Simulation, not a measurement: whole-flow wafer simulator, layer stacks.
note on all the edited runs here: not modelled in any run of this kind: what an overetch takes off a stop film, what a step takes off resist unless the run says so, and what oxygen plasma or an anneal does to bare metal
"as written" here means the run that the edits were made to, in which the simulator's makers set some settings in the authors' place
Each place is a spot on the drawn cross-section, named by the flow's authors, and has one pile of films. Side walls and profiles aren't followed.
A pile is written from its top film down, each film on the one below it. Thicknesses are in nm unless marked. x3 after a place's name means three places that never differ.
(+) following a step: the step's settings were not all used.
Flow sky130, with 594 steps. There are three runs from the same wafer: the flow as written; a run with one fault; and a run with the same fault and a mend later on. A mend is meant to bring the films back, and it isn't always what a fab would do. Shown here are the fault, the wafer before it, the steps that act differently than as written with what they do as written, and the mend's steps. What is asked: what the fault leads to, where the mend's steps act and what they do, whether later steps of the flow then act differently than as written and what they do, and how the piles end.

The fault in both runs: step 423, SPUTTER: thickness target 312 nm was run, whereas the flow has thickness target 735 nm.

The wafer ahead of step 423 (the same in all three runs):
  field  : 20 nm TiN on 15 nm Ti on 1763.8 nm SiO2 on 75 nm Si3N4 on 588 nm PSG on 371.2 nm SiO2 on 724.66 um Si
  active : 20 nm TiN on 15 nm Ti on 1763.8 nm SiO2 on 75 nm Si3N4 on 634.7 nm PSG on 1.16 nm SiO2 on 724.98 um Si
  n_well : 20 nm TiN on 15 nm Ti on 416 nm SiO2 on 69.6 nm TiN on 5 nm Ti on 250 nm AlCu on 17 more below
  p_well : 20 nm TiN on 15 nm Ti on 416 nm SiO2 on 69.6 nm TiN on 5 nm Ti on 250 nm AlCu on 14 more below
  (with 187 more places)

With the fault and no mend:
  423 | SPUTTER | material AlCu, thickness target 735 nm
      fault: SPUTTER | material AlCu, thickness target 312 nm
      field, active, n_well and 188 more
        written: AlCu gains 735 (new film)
        fault: AlCu gains 312 (new film)
  Steps further on in the flow that do not act as written (9 more steps, not shown, differ only slightly: by at most 2% or 0.5 nm, whichever is larger):
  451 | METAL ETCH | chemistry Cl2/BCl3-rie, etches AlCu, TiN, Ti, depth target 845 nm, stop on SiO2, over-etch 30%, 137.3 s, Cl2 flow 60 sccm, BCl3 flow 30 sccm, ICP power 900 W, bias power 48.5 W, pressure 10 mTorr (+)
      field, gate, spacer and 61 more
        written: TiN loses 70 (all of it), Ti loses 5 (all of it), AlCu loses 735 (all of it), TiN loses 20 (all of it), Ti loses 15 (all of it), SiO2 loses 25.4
        fault: TiN loses 70 (all of it), Ti loses 5 (all of it), AlCu loses 312 (all of it), TiN loses 20 (all of it), Ti loses 15 (all of it), SiO2 loses 67.6
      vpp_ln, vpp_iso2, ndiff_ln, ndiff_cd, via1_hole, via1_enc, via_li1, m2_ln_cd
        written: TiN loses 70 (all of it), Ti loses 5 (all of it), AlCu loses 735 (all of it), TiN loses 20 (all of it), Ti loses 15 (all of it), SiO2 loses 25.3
        fault: TiN loses 70 (all of it), Ti loses 5 (all of it), AlCu loses 312 (all of it), TiN loses 20 (all of it), Ti loses 15 (all of it), SiO2 loses 67.6
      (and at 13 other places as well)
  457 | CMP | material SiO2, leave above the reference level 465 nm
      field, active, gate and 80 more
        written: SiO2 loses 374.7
        fault: SiO2 loses 755.3
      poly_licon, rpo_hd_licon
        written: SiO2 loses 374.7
        fault: SiO2 loses 755.4
  At field, active, n_well and 190 more, the piles at the end differ from the flow's by more than 2% or 0.5 nm, whichever is larger.
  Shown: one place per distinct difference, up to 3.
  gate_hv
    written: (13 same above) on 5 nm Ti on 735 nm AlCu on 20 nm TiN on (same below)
    fault: (13 same above) on 5 nm Ti on 312 nm AlCu on 20 nm TiN on (same below)
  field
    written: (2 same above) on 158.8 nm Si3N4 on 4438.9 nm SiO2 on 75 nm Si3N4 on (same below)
    fault: (2 same above) on 158.8 nm Si3N4 on 4015.9 nm SiO2 on 75 nm Si3N4 on (same below)
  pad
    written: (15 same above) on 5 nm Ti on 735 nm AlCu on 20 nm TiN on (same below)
    fault: (15 same above) on 5 nm Ti on 312 nm AlCu on 20 nm TiN on (same below)

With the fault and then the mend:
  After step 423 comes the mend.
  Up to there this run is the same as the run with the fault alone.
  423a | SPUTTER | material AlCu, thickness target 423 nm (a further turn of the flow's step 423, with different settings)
      field, active, n_well and 188 more
        AlCu gains 423
  Later steps of the flow that are run all act as written at every place that is followed.
  At every place that both follow, the piles at the end match the flow's.
